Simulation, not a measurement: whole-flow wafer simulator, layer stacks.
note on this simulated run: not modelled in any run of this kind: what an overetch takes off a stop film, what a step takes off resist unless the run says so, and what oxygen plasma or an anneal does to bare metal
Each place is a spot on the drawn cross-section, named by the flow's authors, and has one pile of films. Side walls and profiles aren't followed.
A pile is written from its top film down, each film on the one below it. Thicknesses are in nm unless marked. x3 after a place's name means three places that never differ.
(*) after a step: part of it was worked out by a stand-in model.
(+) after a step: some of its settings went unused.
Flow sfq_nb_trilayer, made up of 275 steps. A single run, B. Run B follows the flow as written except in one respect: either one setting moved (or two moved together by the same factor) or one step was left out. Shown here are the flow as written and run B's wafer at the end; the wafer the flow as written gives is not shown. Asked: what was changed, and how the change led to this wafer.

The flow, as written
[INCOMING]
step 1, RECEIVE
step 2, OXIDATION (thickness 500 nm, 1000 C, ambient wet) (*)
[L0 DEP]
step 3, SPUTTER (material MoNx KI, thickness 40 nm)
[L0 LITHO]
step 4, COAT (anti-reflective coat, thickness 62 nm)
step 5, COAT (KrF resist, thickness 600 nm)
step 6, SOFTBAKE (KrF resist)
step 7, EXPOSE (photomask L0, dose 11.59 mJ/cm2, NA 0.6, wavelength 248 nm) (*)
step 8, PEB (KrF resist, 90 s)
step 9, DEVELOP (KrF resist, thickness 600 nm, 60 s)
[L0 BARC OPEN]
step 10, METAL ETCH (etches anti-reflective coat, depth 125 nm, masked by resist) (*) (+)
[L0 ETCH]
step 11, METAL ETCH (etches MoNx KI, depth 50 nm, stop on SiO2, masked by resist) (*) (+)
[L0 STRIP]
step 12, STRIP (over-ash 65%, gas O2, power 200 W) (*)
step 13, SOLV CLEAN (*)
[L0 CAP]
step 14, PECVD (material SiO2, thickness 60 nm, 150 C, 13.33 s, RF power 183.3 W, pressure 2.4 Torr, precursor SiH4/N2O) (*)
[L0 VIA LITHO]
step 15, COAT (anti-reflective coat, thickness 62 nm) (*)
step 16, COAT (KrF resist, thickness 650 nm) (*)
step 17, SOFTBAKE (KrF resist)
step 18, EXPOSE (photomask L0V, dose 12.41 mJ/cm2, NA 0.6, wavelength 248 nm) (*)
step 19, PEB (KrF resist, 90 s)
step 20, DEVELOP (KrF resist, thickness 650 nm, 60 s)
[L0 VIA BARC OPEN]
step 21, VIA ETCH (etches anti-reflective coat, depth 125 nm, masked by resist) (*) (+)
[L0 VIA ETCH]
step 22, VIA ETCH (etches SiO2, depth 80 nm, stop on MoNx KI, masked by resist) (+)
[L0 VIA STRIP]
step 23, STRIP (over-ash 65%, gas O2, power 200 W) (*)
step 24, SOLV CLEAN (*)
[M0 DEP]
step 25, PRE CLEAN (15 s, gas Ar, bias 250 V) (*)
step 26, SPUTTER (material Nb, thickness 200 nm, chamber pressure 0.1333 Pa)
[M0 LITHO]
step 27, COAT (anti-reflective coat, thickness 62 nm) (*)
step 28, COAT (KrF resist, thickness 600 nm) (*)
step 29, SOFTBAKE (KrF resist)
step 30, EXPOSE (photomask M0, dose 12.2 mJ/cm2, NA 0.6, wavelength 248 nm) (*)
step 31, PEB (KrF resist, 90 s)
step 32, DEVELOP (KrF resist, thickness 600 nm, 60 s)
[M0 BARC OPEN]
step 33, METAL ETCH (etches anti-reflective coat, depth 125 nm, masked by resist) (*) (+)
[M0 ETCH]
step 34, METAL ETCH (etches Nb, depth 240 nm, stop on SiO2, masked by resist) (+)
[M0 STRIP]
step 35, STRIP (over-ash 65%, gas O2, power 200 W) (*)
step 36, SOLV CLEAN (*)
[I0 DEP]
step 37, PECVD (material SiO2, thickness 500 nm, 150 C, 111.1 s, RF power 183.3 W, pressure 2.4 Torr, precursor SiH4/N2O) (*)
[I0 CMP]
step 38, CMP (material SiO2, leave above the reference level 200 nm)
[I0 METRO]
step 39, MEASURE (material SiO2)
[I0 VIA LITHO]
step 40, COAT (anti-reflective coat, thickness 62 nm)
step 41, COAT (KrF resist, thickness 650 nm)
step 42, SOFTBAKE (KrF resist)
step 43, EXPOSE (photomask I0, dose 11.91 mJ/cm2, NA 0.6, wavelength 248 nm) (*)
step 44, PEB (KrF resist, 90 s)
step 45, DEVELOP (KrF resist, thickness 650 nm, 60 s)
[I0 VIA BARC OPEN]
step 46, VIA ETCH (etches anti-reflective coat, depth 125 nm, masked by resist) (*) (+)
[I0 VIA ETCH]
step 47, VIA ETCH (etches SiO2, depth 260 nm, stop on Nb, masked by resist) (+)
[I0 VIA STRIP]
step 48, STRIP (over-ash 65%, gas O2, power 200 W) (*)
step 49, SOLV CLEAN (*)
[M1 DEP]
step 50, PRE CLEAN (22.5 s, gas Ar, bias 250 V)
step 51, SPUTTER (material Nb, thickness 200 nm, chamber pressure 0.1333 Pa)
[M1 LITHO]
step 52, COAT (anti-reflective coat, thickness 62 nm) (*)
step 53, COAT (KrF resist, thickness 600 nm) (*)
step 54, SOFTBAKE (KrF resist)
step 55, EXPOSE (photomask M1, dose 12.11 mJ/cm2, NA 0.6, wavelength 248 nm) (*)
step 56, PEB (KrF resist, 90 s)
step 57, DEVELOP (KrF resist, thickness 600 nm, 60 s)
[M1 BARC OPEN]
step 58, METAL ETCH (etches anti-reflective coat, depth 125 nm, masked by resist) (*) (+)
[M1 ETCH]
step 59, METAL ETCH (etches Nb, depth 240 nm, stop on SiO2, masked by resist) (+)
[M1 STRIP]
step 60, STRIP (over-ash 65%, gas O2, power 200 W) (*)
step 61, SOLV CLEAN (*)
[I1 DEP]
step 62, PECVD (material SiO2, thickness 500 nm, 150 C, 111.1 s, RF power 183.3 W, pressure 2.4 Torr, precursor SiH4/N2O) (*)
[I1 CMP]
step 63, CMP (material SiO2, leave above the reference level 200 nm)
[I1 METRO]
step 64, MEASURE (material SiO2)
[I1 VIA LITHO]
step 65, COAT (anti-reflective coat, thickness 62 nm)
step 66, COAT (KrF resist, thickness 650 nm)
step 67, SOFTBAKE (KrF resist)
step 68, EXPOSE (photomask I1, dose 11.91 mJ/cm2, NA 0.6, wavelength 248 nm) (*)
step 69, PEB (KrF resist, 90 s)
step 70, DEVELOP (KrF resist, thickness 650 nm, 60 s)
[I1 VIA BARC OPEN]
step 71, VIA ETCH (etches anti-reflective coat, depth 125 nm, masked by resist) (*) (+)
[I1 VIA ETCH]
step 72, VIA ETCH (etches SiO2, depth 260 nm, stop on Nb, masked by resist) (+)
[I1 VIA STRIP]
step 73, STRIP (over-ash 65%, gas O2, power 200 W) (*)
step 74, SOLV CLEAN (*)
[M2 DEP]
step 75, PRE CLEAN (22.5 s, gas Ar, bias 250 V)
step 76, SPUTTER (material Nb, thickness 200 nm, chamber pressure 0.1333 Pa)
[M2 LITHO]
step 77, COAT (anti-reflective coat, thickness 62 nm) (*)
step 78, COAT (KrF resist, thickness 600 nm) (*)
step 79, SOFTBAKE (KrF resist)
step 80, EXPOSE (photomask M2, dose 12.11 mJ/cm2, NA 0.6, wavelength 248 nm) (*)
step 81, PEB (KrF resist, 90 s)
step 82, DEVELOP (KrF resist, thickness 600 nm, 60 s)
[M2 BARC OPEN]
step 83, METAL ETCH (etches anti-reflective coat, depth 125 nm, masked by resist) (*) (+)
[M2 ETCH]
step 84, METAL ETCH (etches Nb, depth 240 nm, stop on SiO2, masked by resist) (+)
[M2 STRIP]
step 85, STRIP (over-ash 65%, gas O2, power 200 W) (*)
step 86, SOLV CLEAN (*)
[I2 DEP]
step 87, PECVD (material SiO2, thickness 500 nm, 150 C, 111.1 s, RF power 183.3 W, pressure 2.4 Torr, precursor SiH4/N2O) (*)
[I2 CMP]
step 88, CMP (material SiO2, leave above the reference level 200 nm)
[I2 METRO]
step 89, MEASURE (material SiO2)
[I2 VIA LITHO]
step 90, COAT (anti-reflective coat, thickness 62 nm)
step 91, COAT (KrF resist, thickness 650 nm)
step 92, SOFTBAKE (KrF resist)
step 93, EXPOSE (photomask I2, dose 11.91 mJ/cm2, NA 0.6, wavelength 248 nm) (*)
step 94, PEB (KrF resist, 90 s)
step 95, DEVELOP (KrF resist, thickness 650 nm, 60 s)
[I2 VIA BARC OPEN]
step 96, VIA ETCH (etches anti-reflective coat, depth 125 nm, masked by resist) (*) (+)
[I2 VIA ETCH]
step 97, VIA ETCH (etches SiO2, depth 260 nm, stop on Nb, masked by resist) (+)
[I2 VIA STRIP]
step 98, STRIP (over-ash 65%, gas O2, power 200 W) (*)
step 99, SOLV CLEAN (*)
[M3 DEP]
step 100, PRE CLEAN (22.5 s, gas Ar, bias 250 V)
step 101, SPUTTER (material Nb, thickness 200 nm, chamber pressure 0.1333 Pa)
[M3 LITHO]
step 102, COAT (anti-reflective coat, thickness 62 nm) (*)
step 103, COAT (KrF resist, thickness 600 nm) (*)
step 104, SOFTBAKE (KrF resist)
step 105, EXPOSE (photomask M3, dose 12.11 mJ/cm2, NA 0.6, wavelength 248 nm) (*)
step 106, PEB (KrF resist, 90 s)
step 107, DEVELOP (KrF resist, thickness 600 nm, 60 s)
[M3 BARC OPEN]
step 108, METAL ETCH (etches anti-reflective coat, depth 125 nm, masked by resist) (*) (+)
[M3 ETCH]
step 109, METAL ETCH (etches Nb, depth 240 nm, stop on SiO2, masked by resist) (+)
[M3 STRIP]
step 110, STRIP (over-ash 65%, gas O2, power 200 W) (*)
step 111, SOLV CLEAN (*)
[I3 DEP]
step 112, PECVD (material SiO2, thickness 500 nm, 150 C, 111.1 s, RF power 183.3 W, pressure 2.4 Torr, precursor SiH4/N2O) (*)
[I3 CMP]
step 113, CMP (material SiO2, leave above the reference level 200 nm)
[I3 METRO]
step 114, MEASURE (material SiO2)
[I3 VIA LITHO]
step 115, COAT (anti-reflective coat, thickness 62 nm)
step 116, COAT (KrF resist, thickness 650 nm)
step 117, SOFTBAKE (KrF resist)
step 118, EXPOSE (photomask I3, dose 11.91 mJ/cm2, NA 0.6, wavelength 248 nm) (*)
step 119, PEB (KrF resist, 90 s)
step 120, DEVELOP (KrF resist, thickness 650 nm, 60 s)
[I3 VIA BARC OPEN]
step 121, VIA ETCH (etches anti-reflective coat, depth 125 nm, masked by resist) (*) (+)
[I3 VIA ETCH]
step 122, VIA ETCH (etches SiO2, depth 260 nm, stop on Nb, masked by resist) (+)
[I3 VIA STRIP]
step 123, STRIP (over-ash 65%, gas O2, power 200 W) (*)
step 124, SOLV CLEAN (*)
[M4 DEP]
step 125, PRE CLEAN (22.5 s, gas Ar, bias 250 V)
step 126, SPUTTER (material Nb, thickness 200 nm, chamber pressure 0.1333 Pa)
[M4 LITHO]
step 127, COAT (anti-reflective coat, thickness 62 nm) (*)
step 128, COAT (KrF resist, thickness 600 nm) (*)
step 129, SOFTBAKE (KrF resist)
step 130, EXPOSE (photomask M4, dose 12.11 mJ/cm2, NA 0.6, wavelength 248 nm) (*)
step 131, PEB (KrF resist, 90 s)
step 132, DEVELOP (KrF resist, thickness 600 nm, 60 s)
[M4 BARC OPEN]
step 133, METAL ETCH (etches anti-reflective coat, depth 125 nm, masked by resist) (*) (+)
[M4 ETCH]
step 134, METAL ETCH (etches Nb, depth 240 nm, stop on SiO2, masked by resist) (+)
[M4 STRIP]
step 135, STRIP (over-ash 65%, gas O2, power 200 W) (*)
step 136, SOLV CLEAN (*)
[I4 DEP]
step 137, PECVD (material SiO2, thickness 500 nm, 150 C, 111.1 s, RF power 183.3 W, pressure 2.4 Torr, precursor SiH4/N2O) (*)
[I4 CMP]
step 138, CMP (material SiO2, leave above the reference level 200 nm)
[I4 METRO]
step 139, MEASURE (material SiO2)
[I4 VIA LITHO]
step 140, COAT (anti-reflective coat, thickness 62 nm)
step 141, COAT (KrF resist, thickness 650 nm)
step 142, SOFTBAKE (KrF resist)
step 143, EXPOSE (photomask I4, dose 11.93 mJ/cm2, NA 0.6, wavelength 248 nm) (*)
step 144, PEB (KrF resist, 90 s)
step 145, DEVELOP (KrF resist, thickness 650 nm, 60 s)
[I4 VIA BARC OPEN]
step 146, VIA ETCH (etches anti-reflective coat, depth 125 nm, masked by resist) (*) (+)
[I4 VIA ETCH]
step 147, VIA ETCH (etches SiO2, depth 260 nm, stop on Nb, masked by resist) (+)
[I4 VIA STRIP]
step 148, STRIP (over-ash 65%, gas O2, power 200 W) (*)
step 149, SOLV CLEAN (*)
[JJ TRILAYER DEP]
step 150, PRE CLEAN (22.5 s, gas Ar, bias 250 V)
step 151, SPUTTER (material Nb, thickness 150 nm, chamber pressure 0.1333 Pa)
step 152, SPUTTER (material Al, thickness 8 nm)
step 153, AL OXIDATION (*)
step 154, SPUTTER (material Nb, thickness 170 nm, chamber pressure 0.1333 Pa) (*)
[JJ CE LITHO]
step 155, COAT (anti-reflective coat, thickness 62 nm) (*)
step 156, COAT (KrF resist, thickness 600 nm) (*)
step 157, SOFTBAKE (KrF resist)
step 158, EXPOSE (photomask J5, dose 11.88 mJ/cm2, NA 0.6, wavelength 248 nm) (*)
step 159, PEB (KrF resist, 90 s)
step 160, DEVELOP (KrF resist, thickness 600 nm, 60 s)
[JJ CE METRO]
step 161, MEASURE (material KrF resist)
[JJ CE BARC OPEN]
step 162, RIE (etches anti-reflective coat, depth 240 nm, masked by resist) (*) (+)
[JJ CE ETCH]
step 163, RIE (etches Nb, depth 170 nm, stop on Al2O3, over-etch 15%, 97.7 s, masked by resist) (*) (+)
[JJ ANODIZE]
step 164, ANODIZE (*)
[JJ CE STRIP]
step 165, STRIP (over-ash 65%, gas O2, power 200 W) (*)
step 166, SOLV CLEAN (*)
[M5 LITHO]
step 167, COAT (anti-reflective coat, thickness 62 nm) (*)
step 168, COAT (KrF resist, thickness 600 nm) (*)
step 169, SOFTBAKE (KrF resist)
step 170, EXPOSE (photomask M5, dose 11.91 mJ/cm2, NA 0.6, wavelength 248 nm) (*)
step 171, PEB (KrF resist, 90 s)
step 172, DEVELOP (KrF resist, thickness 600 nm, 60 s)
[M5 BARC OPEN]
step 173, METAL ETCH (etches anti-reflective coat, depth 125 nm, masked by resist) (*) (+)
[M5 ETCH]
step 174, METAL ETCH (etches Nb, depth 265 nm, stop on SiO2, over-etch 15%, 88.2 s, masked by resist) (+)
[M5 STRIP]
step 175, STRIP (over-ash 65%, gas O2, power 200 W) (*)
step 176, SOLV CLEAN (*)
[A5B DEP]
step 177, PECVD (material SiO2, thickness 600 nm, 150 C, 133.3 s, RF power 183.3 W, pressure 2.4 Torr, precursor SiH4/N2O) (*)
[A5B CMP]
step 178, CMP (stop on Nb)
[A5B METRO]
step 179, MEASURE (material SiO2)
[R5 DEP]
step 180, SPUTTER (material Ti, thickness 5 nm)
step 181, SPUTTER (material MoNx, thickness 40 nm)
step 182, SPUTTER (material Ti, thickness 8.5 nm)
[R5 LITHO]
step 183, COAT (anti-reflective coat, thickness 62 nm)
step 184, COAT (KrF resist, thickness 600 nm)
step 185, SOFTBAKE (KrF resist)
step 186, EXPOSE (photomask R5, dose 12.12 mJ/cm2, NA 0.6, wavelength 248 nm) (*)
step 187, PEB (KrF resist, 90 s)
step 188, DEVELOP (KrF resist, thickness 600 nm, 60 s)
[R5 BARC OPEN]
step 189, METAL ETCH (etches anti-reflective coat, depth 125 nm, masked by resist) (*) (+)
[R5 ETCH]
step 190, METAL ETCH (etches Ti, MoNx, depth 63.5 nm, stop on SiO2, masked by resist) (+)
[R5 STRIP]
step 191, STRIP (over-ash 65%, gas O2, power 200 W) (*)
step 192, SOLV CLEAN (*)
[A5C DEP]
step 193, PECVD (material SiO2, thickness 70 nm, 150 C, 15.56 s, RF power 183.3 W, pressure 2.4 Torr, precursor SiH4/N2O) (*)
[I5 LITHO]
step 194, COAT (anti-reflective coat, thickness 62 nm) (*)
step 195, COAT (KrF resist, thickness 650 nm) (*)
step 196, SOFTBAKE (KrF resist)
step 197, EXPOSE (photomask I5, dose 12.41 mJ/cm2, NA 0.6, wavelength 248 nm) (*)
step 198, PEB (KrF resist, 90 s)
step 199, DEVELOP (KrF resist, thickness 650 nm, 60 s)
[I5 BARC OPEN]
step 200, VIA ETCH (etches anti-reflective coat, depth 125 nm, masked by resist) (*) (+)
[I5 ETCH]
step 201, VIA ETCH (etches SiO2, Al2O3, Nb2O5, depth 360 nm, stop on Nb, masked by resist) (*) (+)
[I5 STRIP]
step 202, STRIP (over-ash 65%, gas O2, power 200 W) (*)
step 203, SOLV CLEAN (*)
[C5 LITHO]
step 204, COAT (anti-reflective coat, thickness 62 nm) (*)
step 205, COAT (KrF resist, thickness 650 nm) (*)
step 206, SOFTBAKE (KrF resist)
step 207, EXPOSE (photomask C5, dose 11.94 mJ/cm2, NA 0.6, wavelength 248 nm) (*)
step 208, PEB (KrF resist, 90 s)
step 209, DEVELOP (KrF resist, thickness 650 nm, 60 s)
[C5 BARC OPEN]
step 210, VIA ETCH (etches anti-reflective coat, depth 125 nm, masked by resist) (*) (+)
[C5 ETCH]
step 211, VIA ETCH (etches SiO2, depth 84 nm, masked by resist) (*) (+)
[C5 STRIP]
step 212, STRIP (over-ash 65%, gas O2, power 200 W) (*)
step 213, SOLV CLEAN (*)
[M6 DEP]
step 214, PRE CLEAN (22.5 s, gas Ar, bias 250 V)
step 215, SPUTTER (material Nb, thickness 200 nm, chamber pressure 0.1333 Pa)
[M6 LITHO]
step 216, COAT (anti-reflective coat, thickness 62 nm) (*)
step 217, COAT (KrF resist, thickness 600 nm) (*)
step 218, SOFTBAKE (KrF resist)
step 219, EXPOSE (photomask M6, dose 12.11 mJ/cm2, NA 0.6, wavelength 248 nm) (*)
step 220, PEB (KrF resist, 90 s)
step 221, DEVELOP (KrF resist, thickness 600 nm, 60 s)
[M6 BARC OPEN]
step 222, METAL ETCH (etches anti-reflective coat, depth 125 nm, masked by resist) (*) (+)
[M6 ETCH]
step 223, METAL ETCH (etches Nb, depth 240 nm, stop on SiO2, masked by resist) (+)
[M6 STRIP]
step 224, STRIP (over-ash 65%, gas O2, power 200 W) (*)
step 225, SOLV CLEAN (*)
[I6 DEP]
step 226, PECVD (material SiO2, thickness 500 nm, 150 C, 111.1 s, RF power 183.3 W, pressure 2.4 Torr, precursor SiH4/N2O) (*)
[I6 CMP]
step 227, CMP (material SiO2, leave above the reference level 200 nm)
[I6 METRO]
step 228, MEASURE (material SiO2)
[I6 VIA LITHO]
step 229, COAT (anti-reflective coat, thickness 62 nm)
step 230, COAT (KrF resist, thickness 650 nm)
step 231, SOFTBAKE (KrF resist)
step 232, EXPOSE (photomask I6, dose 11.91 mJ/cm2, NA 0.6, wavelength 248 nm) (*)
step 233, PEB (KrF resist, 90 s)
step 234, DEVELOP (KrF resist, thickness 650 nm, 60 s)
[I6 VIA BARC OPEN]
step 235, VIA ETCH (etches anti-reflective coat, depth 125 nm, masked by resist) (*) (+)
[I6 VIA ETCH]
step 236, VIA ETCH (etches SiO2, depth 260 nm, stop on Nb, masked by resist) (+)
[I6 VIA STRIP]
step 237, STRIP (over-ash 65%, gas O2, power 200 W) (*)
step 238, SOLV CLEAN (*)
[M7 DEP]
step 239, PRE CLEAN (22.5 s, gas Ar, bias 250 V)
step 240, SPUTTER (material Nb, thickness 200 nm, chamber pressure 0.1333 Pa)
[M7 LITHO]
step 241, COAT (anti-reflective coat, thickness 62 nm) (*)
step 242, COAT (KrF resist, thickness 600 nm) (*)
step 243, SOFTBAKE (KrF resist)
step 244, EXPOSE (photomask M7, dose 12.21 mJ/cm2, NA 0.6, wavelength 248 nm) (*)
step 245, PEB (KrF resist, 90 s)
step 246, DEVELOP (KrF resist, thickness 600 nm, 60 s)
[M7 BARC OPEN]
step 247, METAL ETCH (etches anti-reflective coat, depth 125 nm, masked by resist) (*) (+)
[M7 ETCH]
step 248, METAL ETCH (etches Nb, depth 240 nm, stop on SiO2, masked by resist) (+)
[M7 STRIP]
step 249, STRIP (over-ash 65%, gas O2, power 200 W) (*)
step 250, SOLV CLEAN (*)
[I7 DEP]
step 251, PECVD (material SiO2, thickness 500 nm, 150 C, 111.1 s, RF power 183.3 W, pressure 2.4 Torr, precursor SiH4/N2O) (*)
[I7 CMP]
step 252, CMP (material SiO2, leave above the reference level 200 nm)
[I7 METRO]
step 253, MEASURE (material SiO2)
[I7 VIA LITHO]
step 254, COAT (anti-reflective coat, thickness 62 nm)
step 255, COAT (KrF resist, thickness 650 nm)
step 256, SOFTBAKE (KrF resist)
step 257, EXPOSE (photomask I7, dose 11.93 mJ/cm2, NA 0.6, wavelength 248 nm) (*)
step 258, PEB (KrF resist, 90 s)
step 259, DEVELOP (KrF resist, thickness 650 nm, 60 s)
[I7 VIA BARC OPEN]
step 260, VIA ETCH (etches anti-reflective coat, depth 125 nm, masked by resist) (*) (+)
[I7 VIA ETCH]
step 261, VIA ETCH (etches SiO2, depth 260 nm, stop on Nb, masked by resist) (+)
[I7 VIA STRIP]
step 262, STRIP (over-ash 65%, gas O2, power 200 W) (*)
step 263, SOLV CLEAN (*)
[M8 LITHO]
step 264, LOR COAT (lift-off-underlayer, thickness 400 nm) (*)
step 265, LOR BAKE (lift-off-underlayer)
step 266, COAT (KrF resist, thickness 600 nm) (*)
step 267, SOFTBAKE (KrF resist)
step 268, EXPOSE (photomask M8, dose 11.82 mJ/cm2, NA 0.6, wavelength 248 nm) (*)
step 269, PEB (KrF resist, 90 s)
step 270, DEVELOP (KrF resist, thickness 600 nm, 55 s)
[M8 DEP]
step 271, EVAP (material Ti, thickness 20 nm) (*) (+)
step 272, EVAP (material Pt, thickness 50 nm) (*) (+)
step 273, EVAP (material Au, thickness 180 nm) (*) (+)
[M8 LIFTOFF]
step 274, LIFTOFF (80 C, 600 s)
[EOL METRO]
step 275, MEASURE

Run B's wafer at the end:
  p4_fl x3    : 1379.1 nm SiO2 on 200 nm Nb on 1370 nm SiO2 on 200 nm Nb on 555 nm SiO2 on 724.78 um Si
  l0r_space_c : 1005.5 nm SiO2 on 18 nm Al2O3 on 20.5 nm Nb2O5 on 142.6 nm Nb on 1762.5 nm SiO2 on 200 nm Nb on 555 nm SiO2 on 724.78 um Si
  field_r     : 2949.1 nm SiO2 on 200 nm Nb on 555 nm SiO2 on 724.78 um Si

Cause: step 152, SPUTTER: thickness 11.2 nm was run, while the flow as written has thickness 8 nm.

The path from the change to this, step by step:
  step 152, SPUTTER (material Al, thickness 8 nm)
      field_l, v_sur, via_sp and 100 more: Al gains 11.2 (new film) (in the flow as written it would be: Al gains 8 (new film))
      via_wl, via_wr: Al gains 7.19 (new film) (in the flow as written it would be: Al gains 5.14 (new film))
      (also at 1 further place)
  step 164, ANODIZE (*)
      field_l, v_sur, via_sp and 96 more: Al2O3 gains 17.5, Nb2O5 gains 20.5 (new film), Al loses 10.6 (all of it), Nb loses 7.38 (in the flow as written it would be: Al2O3 gains 12.2, Nb2O5 gains 29.9 (new film), Al loses 7.42 (all of it), Nb loses 10.8)
      via_wl, via_wr: Al2O3 gains 10.9 (new film), Nb2O5 gains 33.1 (new film), Al loses 6.61 (all of it), Nb loses 11.9 (in the flow as written it would be: Al2O3 gains 7.52 (new film), Nb2O5 gains 39.2 (new film), Al loses 4.56 (all of it), Nb loses 14.1)
      (also at 1 further place)
  step 167, COAT (anti-reflective coat, thickness 62 nm) (*)
      ce_l: anti-reflective coat gains 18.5 (new film) (in the flow as written it would be: anti-reflective coat gains 19.6 (new film))
  step 174, METAL ETCH (etches Nb, depth 265 nm, stop on SiO2, over-etch 15%, 88.2 s, masked by resist) (+)
      field_l, r_sur, res and 50 more: Al2O3 loses 17.9 (all of it), Nb2O5 loses 20.5 (all of it), Nb loses 142.6 (all of it), SiO2 loses 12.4 (in the flow as written it would be: Al2O3 loses 12.6 (all of it), Nb2O5 loses 29.9 (all of it), Nb loses 139.2 (all of it), SiO2 loses 12.3)
  step 175, STRIP (over-ash 65%, gas O2, power 200 W) (*)
      ce_l: KrF resist loses 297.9 (all of it), anti-reflective coat loses 18.5 (all of it) (in the flow as written it would be: KrF resist loses 299.6 (all of it), anti-reflective coat loses 19.6 (all of it))
  step 201, VIA ETCH (etches SiO2, Al2O3, Nb2O5, depth 360 nm, stop on Nb, masked by resist) (*) (+)
      be: SiO2 loses 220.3 (all of it), Al2O3 loses 18 (all of it), Nb2O5 loses 20.5 (all of it) (in the flow as written it would be: SiO2 loses 216.4 (all of it), Al2O3 loses 12.7 (all of it), Nb2O5 loses 29.9 (all of it))
